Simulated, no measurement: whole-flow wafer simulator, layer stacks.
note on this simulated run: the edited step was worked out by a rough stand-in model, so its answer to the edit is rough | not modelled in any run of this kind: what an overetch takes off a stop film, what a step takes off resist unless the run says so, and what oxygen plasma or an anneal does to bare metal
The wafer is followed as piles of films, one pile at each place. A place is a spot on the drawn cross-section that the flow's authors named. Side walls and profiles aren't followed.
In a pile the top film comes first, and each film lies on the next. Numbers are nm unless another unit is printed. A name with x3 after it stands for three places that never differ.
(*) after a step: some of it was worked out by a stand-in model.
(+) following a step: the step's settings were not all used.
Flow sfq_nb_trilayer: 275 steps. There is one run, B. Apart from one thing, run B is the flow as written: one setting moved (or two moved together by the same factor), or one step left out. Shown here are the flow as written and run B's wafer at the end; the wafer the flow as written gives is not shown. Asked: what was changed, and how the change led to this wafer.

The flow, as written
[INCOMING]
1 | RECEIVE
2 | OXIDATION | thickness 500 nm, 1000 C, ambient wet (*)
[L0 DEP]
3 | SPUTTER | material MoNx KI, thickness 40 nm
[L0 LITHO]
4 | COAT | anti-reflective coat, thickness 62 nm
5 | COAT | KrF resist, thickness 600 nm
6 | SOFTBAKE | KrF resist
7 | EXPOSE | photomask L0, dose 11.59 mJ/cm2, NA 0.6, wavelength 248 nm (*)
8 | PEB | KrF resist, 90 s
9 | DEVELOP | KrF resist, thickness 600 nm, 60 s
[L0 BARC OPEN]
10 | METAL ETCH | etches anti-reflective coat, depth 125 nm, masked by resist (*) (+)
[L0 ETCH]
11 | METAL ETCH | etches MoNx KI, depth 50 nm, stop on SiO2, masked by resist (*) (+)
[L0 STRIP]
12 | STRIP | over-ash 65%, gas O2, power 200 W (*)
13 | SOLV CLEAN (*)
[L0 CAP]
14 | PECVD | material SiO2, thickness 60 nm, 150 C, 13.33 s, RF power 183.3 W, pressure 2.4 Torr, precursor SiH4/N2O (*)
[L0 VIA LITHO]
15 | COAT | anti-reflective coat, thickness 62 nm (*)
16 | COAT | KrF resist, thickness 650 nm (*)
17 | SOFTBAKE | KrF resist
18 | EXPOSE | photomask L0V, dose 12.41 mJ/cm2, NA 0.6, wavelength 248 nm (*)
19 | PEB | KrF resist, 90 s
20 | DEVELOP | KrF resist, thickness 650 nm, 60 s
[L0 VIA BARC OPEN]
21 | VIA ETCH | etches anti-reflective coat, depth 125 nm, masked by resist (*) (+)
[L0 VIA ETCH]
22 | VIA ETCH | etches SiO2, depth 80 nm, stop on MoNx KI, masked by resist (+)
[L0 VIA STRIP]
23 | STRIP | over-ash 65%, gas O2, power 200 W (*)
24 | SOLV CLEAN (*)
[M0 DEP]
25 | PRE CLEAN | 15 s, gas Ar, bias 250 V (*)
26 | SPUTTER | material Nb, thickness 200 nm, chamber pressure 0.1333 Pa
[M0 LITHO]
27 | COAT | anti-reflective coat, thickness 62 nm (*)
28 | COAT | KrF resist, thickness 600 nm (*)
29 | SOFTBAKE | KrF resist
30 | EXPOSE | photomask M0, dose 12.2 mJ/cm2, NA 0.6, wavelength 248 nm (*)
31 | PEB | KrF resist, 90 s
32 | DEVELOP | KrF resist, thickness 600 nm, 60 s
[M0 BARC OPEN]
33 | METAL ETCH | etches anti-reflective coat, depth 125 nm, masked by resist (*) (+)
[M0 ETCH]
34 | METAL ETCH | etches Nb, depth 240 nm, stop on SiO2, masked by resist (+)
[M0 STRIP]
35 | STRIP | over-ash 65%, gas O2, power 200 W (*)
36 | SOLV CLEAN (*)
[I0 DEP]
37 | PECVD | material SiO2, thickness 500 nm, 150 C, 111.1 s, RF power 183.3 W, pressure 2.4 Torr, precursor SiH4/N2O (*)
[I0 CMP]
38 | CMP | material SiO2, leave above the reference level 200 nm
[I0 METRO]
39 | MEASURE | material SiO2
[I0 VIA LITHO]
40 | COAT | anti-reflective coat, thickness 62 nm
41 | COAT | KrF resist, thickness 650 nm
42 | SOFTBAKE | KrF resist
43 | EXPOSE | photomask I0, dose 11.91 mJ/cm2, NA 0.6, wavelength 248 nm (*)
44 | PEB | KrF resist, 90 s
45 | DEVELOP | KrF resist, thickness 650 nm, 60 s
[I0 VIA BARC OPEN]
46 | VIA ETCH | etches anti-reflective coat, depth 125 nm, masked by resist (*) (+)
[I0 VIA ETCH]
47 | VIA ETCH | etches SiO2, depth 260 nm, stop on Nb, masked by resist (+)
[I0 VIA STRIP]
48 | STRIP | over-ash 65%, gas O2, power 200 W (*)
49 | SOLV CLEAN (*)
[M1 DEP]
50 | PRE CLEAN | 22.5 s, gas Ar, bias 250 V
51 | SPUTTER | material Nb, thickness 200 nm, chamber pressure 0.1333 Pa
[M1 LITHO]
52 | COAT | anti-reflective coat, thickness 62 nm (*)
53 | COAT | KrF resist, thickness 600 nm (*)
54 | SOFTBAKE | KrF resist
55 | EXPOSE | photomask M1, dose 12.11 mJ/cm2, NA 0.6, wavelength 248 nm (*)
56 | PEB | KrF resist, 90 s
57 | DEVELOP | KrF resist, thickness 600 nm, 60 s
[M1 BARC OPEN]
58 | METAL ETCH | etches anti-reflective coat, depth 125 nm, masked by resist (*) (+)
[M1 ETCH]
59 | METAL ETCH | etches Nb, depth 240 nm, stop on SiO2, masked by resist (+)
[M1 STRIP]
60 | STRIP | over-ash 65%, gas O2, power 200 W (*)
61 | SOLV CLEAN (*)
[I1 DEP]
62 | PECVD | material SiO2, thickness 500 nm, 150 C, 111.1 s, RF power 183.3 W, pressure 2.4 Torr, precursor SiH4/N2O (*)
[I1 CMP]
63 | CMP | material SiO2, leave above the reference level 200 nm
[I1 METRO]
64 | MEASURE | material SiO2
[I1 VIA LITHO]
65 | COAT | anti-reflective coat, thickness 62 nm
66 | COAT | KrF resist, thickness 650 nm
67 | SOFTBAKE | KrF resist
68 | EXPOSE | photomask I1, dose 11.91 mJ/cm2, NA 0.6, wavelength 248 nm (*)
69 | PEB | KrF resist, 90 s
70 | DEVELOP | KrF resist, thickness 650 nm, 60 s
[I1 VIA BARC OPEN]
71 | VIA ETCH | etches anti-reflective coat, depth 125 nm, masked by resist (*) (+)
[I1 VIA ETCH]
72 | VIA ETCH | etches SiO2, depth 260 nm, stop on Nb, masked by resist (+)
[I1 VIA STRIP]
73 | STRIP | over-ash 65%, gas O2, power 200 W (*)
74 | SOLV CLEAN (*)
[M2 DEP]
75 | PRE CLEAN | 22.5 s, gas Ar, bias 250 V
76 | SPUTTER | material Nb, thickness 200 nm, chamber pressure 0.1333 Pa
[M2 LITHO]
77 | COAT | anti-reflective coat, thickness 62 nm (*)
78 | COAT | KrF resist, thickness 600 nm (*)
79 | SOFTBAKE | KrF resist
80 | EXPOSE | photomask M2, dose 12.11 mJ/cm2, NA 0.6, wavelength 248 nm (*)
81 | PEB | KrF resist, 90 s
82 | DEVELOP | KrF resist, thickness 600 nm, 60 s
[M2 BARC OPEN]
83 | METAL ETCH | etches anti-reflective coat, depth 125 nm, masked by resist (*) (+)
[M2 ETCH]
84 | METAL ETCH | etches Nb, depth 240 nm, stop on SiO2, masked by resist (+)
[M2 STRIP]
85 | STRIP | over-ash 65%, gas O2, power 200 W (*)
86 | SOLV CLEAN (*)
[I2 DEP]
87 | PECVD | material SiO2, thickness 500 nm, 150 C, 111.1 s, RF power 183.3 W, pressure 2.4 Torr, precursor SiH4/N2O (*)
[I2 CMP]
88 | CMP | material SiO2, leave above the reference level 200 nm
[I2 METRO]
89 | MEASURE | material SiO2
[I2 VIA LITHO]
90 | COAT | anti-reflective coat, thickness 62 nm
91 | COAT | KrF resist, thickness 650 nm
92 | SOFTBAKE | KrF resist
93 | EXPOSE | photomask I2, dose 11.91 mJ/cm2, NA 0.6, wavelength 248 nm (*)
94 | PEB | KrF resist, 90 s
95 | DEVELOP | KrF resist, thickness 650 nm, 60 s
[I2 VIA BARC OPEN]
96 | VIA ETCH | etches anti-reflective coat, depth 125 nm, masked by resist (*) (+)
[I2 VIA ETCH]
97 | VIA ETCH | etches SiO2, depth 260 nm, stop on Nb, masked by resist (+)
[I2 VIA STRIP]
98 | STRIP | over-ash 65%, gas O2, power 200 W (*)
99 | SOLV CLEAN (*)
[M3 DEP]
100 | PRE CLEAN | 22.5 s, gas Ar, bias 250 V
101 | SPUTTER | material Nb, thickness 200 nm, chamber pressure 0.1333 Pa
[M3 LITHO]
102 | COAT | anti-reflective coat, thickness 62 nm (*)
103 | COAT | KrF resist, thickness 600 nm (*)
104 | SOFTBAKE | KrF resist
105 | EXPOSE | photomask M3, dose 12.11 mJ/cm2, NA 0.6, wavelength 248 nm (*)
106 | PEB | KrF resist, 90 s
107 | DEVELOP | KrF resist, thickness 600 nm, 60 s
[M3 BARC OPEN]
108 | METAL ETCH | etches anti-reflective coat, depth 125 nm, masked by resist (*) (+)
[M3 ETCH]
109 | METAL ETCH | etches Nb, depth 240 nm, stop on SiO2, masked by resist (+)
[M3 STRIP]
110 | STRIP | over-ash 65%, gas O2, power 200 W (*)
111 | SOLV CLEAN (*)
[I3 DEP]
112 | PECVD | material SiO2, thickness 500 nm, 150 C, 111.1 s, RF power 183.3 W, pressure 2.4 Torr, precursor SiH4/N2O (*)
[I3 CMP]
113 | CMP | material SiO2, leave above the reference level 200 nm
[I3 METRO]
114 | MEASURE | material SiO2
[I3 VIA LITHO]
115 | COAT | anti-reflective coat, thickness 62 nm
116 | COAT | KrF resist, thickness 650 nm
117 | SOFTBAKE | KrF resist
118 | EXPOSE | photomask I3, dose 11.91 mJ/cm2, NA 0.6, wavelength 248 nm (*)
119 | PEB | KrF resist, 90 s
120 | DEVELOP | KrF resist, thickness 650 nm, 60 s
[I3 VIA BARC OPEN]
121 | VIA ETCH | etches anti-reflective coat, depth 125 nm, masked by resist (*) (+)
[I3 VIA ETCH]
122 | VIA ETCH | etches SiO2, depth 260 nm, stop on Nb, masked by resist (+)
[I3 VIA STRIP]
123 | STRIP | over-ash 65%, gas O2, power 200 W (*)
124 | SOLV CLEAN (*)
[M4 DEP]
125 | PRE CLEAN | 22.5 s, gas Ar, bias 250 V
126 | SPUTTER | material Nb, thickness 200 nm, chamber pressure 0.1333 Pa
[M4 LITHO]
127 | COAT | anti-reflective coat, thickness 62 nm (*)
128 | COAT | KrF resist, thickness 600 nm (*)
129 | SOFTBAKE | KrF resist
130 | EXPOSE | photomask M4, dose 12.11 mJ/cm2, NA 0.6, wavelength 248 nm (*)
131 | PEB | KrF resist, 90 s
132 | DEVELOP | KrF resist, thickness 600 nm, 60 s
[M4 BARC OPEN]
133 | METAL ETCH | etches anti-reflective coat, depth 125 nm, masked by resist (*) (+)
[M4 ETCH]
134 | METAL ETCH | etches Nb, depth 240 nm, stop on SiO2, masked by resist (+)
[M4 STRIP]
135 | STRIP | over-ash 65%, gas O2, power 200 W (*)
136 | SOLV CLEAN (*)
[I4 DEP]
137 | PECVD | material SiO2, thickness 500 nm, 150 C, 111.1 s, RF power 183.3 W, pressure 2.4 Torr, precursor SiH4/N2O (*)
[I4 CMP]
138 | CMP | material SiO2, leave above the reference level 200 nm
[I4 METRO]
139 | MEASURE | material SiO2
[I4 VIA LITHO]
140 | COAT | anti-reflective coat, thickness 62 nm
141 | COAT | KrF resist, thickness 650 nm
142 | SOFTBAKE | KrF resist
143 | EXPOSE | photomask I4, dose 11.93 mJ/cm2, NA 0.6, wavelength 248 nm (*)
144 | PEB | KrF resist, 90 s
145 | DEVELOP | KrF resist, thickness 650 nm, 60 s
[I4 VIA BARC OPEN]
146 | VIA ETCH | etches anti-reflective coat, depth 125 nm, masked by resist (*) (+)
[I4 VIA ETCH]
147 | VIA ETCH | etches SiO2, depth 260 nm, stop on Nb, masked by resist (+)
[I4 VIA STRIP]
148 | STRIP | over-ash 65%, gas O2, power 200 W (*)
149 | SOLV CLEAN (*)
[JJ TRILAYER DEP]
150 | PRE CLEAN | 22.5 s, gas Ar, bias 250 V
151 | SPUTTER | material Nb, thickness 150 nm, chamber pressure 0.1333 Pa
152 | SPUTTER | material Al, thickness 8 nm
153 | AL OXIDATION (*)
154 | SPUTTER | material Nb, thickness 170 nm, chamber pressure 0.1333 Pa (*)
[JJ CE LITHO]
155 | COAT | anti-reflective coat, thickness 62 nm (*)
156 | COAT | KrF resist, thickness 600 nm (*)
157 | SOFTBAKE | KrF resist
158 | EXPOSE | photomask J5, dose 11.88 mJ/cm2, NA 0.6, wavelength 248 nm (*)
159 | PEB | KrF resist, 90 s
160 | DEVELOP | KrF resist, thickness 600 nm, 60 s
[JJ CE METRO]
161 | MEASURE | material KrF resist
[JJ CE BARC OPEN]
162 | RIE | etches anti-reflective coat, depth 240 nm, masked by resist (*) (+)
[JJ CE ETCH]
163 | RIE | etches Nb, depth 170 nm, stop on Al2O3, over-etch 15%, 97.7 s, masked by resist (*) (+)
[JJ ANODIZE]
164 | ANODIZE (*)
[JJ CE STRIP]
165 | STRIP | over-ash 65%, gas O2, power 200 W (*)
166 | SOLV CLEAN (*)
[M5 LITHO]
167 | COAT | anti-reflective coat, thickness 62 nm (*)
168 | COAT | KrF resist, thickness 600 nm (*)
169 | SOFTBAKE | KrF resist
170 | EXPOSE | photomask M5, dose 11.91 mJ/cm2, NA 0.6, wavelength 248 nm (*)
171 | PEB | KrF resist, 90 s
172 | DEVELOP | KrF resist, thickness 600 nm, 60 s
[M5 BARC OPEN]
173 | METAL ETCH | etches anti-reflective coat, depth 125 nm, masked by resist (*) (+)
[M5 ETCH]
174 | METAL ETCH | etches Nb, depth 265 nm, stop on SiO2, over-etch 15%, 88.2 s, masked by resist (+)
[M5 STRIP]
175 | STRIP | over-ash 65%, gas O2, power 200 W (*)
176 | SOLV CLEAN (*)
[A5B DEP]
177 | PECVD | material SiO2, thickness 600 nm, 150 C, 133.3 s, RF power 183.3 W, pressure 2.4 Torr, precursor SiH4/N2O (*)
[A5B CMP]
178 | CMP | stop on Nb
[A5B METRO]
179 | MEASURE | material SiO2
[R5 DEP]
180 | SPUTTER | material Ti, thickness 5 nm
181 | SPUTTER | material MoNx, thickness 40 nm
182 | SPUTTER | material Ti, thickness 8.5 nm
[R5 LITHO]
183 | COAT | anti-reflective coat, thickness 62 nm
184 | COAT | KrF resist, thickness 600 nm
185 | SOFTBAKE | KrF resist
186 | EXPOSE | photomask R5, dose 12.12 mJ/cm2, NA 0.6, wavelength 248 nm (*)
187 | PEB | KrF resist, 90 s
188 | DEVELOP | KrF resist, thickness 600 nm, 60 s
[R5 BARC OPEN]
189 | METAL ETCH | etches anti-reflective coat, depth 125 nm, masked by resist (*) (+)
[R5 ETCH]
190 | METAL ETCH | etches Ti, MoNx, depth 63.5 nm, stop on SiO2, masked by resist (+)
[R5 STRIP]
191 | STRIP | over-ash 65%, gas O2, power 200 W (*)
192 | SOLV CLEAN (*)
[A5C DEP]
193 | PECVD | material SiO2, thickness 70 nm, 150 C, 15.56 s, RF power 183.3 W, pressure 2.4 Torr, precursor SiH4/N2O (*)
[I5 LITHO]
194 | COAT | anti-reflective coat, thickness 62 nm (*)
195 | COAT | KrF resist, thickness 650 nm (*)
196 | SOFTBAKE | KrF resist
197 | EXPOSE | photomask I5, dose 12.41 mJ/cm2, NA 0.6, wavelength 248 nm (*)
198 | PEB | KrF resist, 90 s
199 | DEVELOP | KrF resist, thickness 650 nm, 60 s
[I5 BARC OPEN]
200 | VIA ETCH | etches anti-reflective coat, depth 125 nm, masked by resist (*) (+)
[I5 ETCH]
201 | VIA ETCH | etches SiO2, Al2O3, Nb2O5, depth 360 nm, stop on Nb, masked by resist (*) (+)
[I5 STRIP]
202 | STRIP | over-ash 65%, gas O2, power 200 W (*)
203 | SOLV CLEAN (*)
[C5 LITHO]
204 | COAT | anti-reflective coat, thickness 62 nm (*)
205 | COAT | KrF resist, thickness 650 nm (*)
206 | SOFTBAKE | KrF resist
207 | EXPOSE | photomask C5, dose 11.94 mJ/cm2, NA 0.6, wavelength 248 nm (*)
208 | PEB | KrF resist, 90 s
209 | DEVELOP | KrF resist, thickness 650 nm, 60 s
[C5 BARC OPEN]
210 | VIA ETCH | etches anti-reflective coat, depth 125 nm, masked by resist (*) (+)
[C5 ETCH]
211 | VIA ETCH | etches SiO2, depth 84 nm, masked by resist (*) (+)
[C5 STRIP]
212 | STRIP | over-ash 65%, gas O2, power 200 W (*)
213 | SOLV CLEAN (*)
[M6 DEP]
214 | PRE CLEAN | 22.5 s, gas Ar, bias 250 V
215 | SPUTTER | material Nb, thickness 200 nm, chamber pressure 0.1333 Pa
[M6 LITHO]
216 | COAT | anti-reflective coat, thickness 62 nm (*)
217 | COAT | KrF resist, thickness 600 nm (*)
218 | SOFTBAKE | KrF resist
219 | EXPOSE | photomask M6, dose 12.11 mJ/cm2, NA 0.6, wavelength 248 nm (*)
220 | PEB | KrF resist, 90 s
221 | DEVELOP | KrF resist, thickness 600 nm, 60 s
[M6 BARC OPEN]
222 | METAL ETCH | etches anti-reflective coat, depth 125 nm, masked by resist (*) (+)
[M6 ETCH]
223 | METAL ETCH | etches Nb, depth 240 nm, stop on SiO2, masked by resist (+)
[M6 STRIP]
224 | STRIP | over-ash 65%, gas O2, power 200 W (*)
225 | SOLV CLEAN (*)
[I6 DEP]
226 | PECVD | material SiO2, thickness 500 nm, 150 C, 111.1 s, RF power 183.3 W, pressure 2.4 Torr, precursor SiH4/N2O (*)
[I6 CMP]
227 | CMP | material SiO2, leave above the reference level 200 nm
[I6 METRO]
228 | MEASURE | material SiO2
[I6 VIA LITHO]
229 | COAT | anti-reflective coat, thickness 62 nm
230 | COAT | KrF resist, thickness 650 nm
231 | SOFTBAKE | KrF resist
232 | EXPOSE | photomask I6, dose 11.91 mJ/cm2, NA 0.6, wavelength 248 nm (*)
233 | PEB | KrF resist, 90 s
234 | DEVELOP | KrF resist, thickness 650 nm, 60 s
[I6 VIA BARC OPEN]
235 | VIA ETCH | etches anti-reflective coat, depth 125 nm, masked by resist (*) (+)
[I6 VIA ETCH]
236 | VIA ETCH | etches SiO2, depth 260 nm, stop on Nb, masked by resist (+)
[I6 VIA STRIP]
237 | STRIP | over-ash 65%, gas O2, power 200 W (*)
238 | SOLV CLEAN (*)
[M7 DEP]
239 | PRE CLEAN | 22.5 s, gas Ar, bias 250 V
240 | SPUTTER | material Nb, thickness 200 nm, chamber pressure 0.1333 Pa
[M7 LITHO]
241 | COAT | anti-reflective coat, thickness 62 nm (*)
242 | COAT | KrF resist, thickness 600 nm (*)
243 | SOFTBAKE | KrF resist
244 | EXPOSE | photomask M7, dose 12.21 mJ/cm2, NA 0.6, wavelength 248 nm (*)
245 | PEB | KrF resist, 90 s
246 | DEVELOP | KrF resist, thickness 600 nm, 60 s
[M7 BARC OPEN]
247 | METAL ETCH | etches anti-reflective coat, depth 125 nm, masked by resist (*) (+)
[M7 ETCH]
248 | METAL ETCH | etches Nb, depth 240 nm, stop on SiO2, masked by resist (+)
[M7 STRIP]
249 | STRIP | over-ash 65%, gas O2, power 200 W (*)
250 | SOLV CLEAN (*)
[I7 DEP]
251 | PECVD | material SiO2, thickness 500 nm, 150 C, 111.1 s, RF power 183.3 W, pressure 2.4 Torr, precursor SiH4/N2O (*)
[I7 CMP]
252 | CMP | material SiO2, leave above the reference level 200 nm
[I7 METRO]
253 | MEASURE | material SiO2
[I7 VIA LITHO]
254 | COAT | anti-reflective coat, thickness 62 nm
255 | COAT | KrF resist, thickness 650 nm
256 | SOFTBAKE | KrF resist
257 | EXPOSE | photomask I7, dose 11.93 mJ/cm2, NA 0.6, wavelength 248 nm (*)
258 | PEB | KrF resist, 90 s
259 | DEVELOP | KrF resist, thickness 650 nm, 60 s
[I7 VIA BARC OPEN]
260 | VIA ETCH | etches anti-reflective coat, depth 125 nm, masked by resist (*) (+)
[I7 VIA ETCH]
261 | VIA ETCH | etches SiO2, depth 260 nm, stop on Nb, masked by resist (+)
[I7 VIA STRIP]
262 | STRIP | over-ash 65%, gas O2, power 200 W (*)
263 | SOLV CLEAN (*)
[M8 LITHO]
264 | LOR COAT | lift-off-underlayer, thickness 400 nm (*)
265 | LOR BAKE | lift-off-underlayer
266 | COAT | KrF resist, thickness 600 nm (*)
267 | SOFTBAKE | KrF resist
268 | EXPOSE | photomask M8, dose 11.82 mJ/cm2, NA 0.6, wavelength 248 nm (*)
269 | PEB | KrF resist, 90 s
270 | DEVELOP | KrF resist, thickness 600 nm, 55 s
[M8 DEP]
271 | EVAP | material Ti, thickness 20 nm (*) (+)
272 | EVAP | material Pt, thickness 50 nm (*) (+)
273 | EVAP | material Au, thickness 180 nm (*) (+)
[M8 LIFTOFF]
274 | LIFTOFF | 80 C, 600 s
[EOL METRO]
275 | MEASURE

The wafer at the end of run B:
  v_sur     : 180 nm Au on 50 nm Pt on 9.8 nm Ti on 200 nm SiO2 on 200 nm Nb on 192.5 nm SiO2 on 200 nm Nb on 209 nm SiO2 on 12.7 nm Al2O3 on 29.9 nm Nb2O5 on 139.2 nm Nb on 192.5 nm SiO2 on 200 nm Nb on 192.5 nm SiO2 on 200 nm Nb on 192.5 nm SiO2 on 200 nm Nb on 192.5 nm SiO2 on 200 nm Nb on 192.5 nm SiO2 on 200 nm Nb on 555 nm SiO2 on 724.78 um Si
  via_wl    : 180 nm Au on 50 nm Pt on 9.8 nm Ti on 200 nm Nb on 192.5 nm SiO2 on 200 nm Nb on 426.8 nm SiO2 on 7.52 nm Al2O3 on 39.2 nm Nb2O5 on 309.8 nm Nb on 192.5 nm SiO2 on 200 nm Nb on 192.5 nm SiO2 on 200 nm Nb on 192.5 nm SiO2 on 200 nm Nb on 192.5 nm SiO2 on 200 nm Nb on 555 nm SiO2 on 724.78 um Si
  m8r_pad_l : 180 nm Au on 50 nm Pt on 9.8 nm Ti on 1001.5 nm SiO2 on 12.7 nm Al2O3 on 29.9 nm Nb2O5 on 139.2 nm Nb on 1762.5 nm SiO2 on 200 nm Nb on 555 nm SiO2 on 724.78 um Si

Cause: step 271, EVAP: thickness 9.8 nm was run, though the flow has thickness 20 nm.
The wafer itself shows it: v_sur has Ti 9.8, and step 271 as written asks for 20 nm.

How this came from the change, step by step:
  271 | EVAP | material Ti, thickness 20 nm (*) (+)
      field_l, v_sur, via_wl and 103 more: Ti gains 9.8 (new film) (it would be, as written: Ti gains 20 (new film))
  274 | LIFTOFF | 80 C, 600 s
      p4_fl, p4_fm, p4_w1 and 71 more: Au loses 180 (all of it), Pt loses 50 (all of it), Ti loses 9.8 (all of it), KrF resist loses 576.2 (all of it), lift-off-underlayer loses 400 (all of it) (it would be, as written: Au loses 180 (all of it), Pt loses 50 (all of it), Ti loses 20 (all of it), KrF resist loses 576.2 (all of it), lift-off-underlayer loses 400 (all of it))
      c5j, ce_r: Au loses 180 (all of it), Pt loses 50 (all of it), Ti loses 9.8 (all of it), KrF resist loses 573.3 (all of it), lift-off-underlayer loses 399.3 (all of it) (it would be, as written: Au loses 180 (all of it), Pt loses 50 (all of it), Ti loses 20 (all of it), KrF resist loses 573.3 (all of it), lift-off-underlayer loses 399.3 (all of it))
      (as well as at 19 more places)
